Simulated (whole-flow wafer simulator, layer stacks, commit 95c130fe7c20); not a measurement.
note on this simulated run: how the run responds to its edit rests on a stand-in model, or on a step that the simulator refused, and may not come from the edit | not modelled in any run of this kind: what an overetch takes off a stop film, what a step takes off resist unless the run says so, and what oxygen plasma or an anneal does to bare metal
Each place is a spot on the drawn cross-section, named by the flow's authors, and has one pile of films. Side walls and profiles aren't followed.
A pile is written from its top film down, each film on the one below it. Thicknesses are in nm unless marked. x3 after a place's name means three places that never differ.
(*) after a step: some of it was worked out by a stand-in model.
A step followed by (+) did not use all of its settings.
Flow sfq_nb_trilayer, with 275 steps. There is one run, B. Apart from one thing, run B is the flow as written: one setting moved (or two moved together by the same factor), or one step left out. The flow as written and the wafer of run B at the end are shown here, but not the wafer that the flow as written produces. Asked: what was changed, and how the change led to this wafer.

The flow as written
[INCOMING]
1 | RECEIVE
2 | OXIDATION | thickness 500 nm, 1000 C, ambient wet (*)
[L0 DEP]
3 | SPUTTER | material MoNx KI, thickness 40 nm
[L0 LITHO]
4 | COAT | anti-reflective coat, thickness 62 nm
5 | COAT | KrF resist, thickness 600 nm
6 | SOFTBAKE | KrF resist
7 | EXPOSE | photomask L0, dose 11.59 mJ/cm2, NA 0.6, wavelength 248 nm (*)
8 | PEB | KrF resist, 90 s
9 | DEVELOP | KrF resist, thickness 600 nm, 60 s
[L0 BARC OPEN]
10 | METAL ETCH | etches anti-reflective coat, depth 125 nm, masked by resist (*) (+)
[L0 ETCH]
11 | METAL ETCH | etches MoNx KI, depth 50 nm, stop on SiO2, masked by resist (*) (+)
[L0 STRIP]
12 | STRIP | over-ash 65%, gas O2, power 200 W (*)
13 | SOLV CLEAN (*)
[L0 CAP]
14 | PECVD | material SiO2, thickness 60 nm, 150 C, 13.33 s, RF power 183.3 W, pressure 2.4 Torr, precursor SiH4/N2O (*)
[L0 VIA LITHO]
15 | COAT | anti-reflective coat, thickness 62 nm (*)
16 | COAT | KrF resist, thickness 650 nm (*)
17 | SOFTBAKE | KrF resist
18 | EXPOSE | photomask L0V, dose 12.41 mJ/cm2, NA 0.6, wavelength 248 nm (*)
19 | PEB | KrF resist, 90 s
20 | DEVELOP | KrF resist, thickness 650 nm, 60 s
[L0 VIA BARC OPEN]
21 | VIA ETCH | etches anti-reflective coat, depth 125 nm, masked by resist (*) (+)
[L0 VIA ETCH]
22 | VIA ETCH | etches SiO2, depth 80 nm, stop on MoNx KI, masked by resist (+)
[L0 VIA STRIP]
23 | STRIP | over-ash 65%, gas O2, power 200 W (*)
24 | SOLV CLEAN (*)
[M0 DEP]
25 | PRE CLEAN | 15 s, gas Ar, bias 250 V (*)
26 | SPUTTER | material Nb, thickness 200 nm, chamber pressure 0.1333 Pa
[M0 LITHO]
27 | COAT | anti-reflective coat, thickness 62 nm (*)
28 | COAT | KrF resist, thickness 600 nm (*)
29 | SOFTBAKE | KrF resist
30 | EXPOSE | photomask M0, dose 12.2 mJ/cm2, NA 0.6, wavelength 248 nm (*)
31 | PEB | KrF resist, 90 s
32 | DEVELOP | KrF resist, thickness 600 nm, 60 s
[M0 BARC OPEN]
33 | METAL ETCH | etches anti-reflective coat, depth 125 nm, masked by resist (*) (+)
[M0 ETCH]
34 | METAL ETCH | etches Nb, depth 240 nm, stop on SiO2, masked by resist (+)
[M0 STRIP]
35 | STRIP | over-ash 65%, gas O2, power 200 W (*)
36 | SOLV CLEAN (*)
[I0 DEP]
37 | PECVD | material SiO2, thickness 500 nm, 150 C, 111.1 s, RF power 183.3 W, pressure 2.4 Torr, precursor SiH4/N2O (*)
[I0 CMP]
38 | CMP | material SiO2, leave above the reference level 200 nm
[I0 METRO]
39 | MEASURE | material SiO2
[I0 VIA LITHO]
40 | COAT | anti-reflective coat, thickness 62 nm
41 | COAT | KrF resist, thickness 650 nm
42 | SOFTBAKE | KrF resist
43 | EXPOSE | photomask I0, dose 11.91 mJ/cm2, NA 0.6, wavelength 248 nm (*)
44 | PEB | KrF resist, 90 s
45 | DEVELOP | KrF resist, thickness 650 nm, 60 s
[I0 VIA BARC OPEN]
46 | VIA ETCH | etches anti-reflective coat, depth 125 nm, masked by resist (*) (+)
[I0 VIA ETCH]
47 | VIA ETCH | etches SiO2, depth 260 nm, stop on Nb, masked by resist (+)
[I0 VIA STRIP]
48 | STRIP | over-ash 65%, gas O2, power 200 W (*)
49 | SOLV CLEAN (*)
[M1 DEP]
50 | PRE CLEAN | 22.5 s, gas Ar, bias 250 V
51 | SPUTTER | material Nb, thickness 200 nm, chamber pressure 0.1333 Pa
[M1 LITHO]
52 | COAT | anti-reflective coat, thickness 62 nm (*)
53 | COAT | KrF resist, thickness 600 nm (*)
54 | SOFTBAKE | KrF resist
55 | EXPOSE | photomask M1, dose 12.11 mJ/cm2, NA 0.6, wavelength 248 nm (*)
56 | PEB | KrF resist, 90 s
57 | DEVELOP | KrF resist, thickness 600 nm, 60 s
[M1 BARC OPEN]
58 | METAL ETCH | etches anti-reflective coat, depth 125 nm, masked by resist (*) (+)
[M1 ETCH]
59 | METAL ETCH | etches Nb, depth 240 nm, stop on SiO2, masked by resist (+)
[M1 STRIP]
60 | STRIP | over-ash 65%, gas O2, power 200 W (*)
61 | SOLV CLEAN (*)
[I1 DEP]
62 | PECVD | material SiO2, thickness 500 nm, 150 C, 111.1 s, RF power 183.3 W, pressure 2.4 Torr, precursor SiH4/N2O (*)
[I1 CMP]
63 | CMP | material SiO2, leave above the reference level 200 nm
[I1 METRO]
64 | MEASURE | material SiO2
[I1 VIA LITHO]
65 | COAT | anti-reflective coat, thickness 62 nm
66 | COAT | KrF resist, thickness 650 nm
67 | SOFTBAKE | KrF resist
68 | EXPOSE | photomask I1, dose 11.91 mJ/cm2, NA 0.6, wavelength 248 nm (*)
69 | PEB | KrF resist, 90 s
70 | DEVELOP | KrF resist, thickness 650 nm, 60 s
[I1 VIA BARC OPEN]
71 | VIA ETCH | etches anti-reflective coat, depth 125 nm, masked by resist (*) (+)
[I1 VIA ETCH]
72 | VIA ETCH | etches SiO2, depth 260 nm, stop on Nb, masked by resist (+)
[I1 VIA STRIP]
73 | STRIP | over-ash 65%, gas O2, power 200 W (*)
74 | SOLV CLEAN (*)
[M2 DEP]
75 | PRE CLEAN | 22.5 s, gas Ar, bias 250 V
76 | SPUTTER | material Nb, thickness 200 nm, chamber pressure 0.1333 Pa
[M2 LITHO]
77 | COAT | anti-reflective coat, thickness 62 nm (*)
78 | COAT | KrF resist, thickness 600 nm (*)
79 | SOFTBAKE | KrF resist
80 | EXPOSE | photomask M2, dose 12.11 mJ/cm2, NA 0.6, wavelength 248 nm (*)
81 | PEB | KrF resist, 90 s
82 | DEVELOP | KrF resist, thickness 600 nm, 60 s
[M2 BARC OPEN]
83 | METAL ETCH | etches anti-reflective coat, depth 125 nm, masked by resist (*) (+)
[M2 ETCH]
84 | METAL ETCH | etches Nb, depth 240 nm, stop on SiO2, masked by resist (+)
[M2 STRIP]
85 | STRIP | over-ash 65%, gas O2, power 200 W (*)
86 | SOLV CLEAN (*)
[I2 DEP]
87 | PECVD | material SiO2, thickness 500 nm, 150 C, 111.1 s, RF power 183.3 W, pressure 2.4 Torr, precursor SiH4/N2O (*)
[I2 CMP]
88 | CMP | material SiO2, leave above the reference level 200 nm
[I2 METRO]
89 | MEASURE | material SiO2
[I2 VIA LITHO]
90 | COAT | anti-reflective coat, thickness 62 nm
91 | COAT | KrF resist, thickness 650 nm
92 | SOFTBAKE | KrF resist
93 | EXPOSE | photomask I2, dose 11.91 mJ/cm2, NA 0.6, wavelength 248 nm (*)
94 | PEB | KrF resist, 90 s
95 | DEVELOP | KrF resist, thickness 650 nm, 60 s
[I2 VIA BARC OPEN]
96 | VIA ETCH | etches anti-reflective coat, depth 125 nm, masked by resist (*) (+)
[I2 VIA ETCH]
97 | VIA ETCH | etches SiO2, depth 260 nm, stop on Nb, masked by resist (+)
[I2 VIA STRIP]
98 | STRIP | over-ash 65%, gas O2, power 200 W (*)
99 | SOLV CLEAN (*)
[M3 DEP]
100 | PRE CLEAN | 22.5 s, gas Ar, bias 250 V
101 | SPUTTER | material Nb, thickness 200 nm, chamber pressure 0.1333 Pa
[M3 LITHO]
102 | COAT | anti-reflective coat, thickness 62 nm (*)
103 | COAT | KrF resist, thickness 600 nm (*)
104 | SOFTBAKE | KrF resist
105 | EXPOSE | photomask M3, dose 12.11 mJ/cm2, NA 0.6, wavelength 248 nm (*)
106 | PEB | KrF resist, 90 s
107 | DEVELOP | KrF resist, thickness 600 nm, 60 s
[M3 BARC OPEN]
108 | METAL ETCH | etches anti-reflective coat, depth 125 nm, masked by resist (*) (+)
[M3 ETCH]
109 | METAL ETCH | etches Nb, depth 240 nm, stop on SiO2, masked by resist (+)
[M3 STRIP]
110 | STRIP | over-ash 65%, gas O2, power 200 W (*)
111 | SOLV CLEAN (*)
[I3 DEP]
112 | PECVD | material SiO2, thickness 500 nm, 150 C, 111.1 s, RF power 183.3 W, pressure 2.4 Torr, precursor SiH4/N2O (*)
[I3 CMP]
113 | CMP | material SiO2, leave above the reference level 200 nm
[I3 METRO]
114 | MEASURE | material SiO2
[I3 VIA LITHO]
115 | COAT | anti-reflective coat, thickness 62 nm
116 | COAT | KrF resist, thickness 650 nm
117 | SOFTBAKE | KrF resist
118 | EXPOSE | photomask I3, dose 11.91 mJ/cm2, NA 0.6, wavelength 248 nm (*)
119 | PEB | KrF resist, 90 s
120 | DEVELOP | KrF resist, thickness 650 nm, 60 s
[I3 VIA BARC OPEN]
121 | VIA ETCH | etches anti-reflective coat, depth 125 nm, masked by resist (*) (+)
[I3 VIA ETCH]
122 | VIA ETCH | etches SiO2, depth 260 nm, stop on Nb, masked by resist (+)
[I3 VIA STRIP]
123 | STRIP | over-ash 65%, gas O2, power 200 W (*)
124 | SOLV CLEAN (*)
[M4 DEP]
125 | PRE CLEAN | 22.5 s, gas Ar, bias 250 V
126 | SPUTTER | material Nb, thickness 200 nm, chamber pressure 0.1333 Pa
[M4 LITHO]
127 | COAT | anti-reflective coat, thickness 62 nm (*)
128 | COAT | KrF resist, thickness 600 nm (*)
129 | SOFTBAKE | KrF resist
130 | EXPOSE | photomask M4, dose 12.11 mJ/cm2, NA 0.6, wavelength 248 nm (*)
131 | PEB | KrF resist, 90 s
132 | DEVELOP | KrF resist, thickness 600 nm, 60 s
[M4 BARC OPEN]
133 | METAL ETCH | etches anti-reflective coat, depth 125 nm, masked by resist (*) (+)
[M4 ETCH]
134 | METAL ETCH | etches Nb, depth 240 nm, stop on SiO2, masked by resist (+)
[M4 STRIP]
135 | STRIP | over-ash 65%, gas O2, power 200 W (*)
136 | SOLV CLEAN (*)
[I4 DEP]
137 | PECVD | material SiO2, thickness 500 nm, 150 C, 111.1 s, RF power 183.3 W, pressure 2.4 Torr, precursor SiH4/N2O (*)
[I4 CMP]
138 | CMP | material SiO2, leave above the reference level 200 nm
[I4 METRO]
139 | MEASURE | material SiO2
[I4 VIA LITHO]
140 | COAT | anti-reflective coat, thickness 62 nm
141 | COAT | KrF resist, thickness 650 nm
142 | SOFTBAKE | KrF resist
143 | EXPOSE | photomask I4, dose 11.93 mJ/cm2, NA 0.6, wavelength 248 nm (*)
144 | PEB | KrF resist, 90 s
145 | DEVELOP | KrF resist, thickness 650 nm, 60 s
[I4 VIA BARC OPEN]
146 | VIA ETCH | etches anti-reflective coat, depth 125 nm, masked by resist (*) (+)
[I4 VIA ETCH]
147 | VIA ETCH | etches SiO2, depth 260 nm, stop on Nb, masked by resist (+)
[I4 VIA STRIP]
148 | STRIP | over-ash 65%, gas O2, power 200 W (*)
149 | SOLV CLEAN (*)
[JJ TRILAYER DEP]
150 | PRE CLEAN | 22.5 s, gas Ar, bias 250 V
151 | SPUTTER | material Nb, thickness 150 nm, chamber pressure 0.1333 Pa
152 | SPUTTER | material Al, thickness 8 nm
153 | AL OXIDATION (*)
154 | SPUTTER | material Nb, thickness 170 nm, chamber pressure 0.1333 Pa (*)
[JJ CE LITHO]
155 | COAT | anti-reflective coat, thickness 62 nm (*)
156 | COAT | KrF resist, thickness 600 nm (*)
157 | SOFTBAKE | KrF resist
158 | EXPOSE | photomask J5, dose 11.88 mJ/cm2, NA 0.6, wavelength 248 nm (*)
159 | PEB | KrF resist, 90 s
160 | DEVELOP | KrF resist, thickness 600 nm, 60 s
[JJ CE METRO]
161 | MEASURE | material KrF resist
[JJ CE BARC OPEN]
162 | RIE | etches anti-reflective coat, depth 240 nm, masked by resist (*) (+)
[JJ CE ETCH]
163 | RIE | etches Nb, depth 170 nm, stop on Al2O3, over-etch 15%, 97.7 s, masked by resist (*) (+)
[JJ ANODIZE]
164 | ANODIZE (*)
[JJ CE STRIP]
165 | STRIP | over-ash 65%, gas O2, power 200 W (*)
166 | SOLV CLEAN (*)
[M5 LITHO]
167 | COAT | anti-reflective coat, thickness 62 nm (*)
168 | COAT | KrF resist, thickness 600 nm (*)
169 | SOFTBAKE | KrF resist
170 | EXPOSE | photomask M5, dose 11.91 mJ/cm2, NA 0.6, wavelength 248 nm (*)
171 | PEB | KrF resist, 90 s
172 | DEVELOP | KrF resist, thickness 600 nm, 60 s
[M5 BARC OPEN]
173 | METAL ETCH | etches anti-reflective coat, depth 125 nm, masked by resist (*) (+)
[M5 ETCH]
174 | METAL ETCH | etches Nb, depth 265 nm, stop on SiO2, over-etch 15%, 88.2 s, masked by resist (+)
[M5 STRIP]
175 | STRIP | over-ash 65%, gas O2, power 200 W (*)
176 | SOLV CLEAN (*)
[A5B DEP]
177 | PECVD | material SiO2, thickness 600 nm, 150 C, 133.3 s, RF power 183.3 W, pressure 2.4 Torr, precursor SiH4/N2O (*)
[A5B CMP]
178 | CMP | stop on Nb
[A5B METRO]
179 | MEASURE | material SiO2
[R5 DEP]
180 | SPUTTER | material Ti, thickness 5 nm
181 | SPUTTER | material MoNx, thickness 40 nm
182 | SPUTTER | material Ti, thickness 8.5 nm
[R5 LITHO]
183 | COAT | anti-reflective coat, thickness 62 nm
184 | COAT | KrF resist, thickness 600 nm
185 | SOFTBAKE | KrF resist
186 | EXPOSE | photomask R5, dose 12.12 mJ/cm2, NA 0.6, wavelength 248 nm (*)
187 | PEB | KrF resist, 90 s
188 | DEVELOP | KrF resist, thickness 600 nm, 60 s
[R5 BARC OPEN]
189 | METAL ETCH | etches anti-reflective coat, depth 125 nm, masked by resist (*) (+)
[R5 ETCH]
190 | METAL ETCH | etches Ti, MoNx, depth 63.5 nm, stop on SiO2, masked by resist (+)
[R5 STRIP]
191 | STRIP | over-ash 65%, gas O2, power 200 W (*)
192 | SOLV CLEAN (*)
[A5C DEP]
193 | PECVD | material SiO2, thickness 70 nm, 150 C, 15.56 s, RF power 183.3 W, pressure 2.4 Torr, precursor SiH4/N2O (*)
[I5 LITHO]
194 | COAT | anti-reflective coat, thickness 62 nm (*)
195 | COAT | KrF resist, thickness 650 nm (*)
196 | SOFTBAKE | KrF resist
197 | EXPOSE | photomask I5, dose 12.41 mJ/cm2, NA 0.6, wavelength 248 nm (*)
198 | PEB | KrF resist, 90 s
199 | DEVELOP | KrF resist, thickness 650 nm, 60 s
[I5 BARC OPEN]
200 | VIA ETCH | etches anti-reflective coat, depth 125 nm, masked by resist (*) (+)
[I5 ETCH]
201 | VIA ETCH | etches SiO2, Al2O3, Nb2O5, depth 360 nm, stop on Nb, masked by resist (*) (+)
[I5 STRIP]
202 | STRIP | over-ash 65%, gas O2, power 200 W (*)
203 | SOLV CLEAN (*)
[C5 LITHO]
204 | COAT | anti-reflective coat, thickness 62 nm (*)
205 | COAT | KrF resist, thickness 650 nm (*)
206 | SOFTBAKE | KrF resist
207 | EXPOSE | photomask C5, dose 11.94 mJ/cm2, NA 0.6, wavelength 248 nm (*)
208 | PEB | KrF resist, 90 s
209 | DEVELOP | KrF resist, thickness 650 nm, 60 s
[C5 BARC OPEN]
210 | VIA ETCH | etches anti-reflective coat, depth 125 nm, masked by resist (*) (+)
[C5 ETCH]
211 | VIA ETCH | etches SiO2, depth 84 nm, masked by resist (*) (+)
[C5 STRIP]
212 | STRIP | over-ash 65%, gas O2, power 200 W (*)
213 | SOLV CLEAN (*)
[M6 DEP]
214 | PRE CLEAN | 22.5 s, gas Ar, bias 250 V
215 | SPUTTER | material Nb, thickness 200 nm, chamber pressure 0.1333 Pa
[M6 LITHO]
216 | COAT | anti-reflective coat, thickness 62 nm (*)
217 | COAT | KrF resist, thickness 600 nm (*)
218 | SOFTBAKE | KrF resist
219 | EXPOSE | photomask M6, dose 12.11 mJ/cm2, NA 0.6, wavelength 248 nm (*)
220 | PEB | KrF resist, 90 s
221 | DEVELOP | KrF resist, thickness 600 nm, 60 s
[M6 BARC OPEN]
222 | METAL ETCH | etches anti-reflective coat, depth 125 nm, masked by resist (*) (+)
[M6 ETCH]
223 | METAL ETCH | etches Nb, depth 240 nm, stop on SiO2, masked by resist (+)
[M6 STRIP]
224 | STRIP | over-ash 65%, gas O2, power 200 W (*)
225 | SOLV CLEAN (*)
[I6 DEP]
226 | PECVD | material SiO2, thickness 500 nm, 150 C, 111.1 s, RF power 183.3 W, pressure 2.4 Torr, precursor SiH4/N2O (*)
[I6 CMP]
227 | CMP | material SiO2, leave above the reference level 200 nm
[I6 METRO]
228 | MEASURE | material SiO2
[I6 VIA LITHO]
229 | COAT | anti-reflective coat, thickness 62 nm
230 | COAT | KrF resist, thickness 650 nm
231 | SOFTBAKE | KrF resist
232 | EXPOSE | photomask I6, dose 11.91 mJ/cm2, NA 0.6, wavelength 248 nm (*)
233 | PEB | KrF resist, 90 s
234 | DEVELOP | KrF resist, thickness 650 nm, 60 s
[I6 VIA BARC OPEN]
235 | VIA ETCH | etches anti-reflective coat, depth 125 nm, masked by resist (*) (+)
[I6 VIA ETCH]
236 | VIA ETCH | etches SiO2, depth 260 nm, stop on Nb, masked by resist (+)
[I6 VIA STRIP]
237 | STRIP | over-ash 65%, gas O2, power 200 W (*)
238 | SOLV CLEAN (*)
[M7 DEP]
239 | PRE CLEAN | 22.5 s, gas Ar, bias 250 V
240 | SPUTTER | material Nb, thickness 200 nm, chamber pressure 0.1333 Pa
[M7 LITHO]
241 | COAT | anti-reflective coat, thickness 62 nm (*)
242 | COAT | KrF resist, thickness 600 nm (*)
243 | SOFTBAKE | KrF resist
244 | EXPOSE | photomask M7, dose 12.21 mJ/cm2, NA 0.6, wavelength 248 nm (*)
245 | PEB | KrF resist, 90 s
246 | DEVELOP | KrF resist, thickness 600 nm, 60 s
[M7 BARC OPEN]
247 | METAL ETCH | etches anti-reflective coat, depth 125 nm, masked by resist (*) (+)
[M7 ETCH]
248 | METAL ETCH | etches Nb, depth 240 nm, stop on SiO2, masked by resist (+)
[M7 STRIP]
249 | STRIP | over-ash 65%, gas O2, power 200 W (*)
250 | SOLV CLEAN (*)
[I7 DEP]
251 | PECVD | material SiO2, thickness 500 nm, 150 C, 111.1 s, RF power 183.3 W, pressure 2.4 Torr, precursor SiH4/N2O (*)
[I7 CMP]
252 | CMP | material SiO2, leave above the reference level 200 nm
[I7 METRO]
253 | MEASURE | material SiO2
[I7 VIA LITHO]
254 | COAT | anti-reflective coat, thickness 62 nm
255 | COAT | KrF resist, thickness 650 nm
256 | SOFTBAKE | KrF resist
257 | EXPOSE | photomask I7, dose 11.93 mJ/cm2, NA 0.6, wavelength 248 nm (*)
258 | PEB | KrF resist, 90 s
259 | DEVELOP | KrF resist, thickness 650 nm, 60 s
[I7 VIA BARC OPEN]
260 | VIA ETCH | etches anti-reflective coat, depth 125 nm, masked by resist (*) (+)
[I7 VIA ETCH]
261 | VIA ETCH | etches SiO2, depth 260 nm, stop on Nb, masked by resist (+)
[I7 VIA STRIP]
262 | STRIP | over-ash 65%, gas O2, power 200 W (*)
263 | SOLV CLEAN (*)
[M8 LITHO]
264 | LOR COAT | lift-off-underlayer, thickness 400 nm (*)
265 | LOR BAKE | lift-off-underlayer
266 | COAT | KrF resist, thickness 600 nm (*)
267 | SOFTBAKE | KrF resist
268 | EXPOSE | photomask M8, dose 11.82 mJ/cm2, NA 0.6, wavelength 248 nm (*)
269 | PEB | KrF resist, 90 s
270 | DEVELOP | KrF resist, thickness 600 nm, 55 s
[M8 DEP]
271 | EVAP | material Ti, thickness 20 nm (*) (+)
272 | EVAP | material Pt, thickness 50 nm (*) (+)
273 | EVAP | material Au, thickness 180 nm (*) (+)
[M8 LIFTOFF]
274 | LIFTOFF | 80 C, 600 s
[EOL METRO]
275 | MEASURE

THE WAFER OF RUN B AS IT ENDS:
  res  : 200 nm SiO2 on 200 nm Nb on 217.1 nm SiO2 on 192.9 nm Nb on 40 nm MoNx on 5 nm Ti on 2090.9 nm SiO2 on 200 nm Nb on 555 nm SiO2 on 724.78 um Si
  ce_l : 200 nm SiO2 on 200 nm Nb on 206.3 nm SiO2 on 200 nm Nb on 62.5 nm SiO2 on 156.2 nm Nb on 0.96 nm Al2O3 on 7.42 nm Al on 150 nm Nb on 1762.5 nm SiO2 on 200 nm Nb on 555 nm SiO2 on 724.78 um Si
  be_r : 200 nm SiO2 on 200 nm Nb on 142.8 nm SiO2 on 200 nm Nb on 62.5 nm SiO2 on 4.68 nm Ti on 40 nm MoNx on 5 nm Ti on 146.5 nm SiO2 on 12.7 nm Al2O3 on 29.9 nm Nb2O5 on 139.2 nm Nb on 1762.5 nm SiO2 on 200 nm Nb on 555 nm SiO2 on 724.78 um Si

The reason: step 182, SPUTTER: thickness 4.68 nm was run, whereas the flow has thickness 8.5 nm.
The wafer lets one read it off: be_r has Ti 4.68, and step 182 as written asks for 8.5 nm.

The path from the change to this, step by step:
  182 | SPUTTER | material Ti, thickness 8.5 nm
      field_l, v_sur, via_wl and 103 more: +4.68 Ti (new film) (in the flow as written it would be: +8.5 Ti (new film))
  190 | METAL ETCH | etches Ti, MoNx, depth 63.5 nm, stop on SiO2, masked by resist (+)
      field_l, v_sur, via_wl and 92 more: -4.68 Ti (all of it), -40 MoNx (all of it), -5 Ti (all of it) (in the flow as written it would be: -8.5 Ti (all of it), -40 MoNx (all of it), -5 Ti (all of it))
      ce_l, c5j, ce_r, wl_jj: -4.68 Ti (all of it), -40 MoNx (all of it), -5 Ti (all of it), -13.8 Nb (in the flow as written it would be: -8.5 Ti (all of it), -40 MoNx (all of it), -5 Ti (all of it), -10 Nb)
  194 | COAT | anti-reflective coat, thickness 62 nm (*)
      r5r_spacepad_l, r5r_spacepad_r: +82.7 anti-reflective coat (new film) (in the flow as written it would be: +84.4 anti-reflective coat (new film))
      ce_l: +68.9 anti-reflective coat (new film) (in the flow as written it would be: +67.2 anti-reflective coat (new film))
      (also at 2 further places)
  202 | STRIP | over-ash 65%, gas O2, power 200 W (*)
      r5r_spacepad_l, r5r_spacepad_r: -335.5 KrF resist (all of it), -82.7 anti-reflective coat (all of it) (in the flow as written it would be: -335.6 KrF resist (all of it), -84.4 anti-reflective coat (all of it))
      ce_l: -342.5 KrF resist (all of it), -68.9 anti-reflective coat (all of it) (in the flow as written it would be: -341.5 KrF resist (all of it), -67.2 anti-reflective coat (all of it))
      (also at 2 further places)
  204 | COAT | anti-reflective coat, thickness 62 nm (*)
      r5r_spacepad_l, r5r_spacepad_r: +82.7 anti-reflective coat (new film) (in the flow as written it would be: +84.4 anti-reflective coat (new film))
      ce_l: +67.7 anti-reflective coat (new film) (in the flow as written it would be: +66 anti-reflective coat (new film))
      (also at 2 further places)
  212 | STRIP | over-ash 65%, gas O2, power 200 W (*)
      r5r_spacepad_l, r5r_spacepad_r: -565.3 KrF resist (all of it), -82.7 anti-reflective coat (all of it) (in the flow as written it would be: -565.8 KrF resist (all of it), -84.4 anti-reflective coat (all of it))
      ce_l: -568.1 KrF resist (all of it), -67.7 anti-reflective coat (all of it) (in the flow as written it would be: -567.4 KrF resist (all of it), -66 anti-reflective coat (all of it))
      (also at 2 further places)
  214 | PRE CLEAN | 22.5 s, gas Ar, bias 250 V
      res: -4.68 Ti (all of it) (in the flow as written it would be: -4.53 Ti)
  216 | COAT | anti-reflective coat, thickness 62 nm (*)
      r5r_spacepad_l, r5r_spacepad_r: +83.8 anti-reflective coat (new film) (in the flow as written it would be: +85.7 anti-reflective coat (new film))
      ce_l: +49.2 anti-reflective coat (new film) (in the flow as written it would be: +48 anti-reflective coat (new film))
      (also at 2 further places)
  222 | METAL ETCH | etches anti-reflective coat, depth 125 nm, masked by resist (*) (+)
      r5r_spacepad_l, r5r_spacepad_r: -83.8 anti-reflective coat (all of it) (in the flow as written it would be: -85.7 anti-reflective coat (all of it))
  224 | STRIP | over-ash 65%, gas O2, power 200 W (*)
      ce_l: -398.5 KrF resist (all of it), -49.2 anti-reflective coat (all of it) (in the flow as written it would be: -397.1 KrF resist (all of it), -48 anti-reflective coat (all of it))
      ce_r: -404.5 KrF resist (all of it), -50 anti-reflective coat (all of it) (in the flow as written it would be: -403.5 KrF resist (all of it), -48.8 anti-reflective coat (all of it))
      (also at 1 further place)
  227 | CMP | material SiO2, leave above the reference level 200 nm
      r5r_line_l, r5r_line_c, r5r_line_r: -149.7 SiO2 (in the flow as written it would be: -153.5 SiO2)
      r5r_spacepad_l, r5r_spacepad_r: -147.2 SiO2 (in the flow as written it would be: -153.5 SiO2)
